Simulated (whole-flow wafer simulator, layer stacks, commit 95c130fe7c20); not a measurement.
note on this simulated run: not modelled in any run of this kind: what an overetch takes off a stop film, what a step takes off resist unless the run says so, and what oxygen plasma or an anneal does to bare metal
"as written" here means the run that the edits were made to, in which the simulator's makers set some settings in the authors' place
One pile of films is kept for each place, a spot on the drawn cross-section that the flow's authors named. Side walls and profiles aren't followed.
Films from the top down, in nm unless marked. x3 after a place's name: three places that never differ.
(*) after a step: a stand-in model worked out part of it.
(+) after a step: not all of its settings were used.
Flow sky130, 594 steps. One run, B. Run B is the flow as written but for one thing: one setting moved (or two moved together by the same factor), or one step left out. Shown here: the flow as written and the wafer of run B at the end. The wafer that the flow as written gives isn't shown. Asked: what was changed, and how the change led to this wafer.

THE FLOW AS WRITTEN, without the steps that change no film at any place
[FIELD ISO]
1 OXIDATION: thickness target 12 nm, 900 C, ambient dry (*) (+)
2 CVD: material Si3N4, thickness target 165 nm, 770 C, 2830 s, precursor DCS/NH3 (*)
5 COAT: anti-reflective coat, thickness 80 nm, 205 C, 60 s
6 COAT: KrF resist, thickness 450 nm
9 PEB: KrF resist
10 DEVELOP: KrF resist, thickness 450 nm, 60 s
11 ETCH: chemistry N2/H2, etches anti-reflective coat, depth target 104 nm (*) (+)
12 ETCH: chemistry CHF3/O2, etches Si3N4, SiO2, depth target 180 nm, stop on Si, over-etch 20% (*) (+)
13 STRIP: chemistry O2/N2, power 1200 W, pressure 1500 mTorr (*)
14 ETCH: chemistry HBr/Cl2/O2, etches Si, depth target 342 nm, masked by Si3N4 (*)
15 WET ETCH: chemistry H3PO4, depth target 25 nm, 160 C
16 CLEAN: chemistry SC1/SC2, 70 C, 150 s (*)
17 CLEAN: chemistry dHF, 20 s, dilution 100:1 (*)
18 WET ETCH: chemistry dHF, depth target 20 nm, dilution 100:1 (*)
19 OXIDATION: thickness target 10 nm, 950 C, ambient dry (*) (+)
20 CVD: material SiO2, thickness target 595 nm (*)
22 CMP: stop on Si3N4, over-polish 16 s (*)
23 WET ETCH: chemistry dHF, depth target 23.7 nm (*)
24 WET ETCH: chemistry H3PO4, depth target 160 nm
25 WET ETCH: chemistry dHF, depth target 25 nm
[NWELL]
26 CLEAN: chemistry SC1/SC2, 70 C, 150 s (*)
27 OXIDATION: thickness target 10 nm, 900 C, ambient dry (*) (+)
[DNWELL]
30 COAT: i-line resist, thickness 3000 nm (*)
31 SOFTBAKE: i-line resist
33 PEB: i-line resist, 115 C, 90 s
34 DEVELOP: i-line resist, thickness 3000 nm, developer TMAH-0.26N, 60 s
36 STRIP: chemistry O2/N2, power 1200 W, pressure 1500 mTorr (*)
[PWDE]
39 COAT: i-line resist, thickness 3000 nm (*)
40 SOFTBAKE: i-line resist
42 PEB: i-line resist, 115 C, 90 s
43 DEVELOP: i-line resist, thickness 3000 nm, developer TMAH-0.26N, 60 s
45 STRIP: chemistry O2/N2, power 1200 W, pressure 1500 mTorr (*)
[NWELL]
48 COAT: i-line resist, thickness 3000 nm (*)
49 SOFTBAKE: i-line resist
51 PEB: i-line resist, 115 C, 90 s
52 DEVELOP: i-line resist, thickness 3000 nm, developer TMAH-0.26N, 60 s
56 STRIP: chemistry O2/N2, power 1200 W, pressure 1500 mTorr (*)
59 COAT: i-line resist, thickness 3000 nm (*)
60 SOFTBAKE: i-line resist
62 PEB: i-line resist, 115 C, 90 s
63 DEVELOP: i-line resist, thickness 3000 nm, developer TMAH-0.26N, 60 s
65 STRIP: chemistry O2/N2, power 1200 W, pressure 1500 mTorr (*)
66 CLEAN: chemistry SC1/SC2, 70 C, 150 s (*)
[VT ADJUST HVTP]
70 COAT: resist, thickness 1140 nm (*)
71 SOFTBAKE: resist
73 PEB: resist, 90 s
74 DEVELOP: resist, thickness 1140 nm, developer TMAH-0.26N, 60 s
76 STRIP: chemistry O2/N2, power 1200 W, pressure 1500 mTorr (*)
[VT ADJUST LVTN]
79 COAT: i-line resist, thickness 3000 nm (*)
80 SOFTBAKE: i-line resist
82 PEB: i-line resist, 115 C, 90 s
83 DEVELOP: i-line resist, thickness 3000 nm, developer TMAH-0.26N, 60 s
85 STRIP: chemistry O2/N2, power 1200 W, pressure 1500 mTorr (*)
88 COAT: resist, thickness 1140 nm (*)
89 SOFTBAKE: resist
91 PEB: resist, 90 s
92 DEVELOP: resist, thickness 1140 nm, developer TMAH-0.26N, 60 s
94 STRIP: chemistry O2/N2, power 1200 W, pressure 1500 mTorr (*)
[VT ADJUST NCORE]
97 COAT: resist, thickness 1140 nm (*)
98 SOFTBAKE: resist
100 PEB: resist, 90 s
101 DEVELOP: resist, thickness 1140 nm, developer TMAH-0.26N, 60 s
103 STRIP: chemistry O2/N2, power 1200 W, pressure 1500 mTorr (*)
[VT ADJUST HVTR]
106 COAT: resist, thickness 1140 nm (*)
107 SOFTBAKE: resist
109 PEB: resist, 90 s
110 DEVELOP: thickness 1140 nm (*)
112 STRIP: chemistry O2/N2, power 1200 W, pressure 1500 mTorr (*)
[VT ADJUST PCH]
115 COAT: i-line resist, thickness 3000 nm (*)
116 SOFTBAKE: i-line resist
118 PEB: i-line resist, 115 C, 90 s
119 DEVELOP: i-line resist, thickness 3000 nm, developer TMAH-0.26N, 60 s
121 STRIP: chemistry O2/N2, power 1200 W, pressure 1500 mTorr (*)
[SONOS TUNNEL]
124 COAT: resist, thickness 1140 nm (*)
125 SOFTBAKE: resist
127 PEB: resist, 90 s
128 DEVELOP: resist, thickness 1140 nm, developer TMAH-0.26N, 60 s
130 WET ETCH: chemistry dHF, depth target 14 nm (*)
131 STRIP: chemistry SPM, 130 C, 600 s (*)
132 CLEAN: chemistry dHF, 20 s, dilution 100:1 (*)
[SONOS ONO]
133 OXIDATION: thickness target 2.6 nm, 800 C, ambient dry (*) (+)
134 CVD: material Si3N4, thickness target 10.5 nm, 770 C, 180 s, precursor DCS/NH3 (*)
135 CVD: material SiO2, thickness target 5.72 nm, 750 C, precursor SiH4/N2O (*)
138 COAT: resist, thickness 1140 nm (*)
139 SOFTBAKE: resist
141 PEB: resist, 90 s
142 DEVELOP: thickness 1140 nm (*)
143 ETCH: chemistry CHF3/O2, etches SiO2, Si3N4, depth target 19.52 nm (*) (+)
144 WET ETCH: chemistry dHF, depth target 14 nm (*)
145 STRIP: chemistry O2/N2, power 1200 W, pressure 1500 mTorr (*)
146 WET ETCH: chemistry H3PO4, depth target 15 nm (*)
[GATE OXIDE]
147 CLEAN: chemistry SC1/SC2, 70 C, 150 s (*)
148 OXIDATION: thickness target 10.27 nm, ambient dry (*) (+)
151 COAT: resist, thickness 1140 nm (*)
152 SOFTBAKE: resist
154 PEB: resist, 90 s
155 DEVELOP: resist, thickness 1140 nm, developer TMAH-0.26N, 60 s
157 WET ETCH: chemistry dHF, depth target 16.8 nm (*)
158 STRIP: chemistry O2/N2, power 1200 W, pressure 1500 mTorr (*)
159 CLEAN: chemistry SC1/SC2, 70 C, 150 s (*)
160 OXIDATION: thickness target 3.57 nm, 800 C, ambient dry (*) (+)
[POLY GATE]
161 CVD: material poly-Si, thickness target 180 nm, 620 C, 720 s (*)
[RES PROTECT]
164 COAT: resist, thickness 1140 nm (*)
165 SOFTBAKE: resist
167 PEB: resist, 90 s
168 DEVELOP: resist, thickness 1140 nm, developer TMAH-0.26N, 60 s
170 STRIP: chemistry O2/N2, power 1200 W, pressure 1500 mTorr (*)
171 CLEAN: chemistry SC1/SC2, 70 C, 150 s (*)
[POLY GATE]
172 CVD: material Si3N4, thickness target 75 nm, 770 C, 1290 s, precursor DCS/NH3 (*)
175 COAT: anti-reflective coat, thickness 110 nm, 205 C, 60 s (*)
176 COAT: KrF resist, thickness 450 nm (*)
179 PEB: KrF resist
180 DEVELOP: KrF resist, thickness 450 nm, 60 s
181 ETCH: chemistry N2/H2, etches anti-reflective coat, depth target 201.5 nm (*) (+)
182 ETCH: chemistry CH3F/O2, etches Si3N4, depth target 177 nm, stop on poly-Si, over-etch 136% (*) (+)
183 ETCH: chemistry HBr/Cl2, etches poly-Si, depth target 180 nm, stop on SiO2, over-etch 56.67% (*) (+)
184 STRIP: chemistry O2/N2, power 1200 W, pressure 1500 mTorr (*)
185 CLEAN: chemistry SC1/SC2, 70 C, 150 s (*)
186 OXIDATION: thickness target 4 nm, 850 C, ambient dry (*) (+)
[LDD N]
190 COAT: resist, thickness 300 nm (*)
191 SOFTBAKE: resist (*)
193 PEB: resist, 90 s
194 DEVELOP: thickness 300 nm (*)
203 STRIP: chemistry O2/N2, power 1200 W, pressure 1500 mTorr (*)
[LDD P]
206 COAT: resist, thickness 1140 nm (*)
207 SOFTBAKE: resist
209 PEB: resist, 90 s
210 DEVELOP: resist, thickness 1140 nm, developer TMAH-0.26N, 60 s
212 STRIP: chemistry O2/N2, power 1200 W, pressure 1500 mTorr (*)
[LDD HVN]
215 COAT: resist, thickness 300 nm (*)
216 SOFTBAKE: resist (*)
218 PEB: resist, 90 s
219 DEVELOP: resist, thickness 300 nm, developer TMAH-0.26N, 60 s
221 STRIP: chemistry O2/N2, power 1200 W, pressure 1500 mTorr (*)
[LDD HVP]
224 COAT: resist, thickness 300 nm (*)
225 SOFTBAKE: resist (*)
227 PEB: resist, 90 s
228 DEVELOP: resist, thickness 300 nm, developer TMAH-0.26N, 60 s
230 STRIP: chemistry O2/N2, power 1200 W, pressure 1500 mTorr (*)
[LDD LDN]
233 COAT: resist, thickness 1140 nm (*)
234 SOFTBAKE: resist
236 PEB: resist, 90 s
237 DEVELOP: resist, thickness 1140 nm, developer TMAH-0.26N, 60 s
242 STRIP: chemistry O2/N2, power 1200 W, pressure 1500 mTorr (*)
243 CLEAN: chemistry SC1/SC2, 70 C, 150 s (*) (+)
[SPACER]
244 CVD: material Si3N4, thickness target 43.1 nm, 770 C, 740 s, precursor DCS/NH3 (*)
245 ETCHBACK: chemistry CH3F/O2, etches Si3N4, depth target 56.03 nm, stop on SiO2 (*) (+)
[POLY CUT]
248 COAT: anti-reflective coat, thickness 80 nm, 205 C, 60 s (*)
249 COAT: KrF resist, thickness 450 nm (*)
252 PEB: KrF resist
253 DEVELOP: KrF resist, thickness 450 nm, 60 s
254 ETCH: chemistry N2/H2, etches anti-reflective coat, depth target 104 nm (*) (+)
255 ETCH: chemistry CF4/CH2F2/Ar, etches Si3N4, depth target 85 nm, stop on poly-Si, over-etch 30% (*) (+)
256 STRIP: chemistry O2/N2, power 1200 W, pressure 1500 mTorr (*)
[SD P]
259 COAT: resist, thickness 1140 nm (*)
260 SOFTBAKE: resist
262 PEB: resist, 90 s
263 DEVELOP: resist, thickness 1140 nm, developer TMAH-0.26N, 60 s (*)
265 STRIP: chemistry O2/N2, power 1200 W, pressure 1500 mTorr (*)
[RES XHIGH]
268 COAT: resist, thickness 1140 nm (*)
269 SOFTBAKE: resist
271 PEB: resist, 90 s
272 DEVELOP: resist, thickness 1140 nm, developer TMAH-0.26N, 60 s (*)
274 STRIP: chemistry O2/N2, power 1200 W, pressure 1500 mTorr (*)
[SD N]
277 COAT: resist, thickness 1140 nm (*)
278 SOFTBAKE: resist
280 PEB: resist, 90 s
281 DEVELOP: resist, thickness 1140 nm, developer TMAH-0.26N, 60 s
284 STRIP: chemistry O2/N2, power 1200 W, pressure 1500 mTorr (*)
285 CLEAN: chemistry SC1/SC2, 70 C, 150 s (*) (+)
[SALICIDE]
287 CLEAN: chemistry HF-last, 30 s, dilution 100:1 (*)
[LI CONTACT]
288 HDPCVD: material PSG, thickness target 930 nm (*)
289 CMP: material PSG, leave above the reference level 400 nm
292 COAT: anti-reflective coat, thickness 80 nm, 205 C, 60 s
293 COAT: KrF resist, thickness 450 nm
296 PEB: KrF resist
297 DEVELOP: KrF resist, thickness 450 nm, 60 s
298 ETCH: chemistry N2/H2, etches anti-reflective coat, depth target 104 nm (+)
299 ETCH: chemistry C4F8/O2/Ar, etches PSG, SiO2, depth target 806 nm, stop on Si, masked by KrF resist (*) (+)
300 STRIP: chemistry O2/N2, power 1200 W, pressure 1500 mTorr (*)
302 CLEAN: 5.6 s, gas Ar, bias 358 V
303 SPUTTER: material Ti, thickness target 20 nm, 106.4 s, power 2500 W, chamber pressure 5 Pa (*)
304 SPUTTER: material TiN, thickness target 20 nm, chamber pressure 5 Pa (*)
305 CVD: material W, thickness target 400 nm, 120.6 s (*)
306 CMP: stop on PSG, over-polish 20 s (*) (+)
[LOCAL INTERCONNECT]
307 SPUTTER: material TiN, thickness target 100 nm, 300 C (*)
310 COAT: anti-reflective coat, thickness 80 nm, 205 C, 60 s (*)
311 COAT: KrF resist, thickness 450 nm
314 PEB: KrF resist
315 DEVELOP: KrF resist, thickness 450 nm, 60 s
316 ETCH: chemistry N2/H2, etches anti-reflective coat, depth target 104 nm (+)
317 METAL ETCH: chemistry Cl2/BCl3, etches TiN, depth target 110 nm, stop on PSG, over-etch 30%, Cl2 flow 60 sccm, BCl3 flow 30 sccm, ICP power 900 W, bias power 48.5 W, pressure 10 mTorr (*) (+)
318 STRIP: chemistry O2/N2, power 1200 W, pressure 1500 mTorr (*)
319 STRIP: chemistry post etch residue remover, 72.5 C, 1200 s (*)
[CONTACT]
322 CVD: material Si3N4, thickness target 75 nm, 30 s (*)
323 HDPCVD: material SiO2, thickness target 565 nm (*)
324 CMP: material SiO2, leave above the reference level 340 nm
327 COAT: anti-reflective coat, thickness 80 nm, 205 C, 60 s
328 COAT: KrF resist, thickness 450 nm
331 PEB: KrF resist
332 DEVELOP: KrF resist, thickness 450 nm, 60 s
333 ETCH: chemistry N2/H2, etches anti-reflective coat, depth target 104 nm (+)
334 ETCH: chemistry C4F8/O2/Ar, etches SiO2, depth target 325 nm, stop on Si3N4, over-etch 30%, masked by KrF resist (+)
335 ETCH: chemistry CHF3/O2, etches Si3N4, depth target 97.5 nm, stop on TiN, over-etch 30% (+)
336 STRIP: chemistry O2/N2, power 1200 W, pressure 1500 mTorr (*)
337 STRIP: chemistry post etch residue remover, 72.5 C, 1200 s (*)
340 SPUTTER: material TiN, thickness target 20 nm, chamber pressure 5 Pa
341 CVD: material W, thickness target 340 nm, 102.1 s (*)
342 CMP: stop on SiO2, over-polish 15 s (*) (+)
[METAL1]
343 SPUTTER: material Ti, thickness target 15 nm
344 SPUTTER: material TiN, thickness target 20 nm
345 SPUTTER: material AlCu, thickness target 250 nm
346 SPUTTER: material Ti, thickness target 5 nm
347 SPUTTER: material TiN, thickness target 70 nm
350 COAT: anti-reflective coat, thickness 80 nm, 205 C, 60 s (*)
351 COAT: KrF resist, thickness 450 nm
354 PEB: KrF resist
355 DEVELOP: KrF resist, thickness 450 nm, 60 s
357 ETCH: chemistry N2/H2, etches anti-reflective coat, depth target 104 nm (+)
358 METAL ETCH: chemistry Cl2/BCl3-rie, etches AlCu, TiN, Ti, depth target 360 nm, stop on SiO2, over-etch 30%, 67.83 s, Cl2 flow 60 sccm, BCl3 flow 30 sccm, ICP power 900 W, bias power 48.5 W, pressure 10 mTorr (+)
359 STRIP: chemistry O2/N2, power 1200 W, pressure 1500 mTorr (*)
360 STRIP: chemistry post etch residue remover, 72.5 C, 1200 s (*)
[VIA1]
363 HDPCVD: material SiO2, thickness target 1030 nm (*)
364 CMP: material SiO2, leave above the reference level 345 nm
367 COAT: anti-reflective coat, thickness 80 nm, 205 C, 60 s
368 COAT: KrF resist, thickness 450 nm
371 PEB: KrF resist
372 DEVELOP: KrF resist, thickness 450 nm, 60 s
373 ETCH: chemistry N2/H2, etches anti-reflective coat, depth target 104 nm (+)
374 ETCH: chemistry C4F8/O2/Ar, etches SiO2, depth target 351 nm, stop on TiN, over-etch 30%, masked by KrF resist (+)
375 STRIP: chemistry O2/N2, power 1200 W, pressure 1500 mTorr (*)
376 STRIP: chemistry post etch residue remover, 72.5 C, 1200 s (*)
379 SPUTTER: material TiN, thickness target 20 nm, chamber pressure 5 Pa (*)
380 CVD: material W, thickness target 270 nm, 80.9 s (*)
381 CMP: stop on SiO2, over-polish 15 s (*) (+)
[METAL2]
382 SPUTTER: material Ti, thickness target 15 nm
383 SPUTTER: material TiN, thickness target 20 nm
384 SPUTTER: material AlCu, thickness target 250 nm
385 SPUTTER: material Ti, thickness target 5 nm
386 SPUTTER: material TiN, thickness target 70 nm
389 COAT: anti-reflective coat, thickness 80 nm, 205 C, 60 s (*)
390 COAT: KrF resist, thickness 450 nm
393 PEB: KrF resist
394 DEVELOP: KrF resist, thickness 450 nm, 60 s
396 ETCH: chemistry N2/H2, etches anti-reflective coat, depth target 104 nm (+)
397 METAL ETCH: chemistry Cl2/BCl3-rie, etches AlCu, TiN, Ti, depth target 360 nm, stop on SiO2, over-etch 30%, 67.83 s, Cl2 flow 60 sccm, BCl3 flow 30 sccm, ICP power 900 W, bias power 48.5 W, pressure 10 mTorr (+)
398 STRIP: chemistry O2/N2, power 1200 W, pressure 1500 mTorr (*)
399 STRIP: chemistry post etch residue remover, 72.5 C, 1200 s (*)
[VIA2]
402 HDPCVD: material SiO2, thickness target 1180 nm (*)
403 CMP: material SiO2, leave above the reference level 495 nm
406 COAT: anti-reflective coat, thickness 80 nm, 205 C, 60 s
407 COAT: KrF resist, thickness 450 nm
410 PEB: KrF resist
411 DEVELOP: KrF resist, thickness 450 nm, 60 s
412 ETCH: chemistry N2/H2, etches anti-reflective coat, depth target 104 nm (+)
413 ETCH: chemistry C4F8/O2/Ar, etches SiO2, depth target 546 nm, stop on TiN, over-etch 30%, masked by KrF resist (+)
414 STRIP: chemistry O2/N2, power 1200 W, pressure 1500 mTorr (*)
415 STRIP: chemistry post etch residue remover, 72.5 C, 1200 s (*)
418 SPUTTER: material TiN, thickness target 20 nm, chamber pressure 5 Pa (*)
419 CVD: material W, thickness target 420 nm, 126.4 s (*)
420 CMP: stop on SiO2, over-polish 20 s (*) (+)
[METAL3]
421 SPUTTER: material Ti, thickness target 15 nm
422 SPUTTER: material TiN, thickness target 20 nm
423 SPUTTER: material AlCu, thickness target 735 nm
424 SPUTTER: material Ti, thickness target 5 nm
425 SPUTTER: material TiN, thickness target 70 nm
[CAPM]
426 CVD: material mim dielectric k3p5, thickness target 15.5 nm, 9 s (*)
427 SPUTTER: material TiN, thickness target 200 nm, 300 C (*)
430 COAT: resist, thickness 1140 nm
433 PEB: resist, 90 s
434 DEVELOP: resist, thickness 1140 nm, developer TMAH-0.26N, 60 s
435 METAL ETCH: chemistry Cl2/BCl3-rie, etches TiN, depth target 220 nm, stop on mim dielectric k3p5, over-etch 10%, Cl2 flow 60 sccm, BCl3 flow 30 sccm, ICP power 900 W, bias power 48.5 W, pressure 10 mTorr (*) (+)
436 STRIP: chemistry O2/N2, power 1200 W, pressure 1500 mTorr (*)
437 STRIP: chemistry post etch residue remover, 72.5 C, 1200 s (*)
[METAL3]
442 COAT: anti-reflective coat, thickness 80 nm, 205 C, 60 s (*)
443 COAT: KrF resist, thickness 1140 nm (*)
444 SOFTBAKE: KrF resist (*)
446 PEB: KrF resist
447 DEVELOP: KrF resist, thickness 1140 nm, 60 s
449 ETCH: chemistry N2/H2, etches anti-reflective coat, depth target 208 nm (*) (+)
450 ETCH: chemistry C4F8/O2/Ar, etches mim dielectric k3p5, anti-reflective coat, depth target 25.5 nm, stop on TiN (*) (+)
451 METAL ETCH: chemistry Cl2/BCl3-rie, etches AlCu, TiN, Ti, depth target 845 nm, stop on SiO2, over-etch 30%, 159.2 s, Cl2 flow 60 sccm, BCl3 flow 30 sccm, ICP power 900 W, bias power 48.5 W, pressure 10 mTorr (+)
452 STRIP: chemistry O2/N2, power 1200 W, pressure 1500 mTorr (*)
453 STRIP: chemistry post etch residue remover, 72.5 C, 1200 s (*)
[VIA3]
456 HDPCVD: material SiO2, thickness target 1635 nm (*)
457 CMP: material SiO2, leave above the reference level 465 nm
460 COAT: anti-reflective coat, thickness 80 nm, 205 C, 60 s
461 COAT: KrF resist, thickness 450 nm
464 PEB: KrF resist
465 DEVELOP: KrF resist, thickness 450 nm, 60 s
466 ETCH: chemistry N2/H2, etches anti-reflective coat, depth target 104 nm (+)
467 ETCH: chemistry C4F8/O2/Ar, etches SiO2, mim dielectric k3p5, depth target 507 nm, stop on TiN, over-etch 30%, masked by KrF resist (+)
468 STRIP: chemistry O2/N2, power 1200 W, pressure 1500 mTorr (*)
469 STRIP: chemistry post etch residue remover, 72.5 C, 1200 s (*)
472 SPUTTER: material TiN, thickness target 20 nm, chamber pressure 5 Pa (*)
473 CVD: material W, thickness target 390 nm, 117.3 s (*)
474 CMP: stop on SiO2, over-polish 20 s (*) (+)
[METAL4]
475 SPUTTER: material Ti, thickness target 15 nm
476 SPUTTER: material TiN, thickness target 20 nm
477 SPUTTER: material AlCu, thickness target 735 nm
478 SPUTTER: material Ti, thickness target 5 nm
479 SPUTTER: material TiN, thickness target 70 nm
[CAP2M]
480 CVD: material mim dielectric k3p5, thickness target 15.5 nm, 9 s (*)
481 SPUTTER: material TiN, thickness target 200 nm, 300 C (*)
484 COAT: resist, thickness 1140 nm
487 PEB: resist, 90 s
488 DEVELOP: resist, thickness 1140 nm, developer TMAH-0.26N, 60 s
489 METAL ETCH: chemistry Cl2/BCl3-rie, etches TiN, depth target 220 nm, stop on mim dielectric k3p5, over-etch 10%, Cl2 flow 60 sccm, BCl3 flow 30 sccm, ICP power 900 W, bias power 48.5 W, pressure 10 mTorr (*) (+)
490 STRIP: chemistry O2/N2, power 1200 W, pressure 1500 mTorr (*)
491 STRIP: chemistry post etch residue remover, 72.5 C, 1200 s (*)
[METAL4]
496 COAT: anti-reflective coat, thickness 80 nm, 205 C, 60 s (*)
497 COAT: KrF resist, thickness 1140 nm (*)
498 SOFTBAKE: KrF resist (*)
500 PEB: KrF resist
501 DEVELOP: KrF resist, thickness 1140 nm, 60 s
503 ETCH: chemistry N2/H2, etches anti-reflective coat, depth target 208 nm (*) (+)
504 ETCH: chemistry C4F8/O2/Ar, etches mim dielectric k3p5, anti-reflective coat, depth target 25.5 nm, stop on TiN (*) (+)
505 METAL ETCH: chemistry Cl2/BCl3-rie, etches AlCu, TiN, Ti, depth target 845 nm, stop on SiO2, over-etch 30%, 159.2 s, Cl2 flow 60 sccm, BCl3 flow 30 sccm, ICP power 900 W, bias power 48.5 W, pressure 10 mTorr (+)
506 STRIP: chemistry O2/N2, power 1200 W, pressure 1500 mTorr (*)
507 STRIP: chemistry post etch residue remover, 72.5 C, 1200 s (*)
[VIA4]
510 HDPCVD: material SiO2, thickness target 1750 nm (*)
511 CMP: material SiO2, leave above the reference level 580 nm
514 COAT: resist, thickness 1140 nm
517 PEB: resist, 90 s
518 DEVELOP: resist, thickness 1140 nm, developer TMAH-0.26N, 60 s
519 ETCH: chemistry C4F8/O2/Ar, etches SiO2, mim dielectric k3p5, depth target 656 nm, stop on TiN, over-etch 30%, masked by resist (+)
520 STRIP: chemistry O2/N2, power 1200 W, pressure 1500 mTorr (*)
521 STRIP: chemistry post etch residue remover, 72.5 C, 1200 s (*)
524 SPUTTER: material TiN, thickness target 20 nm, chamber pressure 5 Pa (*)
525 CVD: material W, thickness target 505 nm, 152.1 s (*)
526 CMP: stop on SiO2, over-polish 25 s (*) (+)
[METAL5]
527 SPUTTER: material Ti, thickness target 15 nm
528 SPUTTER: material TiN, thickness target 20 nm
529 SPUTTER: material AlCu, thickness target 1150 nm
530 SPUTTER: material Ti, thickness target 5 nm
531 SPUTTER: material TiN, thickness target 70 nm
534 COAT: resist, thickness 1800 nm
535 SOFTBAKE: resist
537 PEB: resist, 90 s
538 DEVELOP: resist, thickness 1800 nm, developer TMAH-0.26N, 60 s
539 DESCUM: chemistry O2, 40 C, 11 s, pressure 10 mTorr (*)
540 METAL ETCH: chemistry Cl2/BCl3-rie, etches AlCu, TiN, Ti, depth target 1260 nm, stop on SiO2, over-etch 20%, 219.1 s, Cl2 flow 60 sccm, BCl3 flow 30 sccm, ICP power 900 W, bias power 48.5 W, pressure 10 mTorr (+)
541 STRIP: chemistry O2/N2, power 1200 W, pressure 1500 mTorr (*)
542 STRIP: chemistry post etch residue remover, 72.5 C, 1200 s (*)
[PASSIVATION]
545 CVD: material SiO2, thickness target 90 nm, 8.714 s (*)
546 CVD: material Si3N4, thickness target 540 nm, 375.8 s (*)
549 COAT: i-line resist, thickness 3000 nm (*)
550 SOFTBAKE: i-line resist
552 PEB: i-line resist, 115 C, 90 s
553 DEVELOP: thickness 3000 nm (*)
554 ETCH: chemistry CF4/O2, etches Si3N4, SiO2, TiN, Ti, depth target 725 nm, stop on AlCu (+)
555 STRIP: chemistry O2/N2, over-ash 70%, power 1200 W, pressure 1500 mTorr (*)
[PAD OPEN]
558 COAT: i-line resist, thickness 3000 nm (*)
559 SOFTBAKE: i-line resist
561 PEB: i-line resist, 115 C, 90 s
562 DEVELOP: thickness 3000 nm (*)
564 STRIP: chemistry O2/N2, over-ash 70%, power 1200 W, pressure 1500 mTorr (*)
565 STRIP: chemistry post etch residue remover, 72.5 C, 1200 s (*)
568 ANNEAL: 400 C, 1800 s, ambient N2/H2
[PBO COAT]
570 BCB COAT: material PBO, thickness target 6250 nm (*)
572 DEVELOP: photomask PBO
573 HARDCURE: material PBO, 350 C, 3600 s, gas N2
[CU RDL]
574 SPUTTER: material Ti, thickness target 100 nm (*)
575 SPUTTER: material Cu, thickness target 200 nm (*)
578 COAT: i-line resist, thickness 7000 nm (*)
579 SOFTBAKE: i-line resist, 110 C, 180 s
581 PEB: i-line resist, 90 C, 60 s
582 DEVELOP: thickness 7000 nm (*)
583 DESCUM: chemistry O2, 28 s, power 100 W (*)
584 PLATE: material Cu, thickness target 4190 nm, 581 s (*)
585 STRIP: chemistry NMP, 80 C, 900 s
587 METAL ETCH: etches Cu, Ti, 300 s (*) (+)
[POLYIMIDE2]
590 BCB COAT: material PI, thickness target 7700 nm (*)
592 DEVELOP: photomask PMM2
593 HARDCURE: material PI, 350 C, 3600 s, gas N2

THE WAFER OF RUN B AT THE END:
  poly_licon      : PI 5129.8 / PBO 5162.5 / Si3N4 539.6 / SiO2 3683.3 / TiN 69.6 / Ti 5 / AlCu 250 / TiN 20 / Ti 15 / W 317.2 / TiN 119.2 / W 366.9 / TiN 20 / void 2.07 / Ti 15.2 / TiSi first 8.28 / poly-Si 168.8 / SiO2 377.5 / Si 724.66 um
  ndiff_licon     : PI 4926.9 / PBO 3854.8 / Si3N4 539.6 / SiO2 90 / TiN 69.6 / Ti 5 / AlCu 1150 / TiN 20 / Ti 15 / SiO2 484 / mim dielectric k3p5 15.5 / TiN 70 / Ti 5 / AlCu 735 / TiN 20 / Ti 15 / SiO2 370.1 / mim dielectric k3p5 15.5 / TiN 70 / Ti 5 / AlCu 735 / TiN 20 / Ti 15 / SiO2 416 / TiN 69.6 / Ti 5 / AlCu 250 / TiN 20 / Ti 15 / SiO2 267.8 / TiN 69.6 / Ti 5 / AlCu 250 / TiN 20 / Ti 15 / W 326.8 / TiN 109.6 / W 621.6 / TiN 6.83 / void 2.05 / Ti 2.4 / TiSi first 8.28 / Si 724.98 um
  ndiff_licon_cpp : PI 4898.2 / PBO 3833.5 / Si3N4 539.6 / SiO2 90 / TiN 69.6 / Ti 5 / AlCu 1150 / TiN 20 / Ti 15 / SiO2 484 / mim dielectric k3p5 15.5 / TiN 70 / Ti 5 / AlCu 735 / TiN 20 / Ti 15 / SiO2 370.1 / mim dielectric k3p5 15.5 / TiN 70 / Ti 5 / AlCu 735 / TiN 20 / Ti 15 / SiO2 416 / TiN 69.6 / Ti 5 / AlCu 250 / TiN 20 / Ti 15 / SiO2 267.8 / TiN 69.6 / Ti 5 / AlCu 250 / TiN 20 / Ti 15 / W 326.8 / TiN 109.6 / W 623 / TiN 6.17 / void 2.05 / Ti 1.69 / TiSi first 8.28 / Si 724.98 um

The cause: step 568, ANNEAL: 412 C was run, where the flow has 400 C.

How the change led to this, step by step:
  568 ANNEAL: 400 C, 1800 s, ambient N2/H2
      poly_licon, rpo_hd_licon: under 11 films: void +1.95 (new film), Ti -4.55, TiSi first +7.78 (new film), poly-Si -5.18 (as written it would be: under 11 films: void +1.54 (new film), Ti -3.59, TiSi first +6.13 (new film), poly-Si -4.08)
      ndiff_licon, ndiff_licon_cpp: under 37 films: void +1.93 (new film), Ti -4.55, TiSi first +7.78 (new film), Si -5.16 (as written it would be: under 37 films: void +1.52 (new film), Ti -3.59, TiSi first +6.13 (new film), Si -4.07)
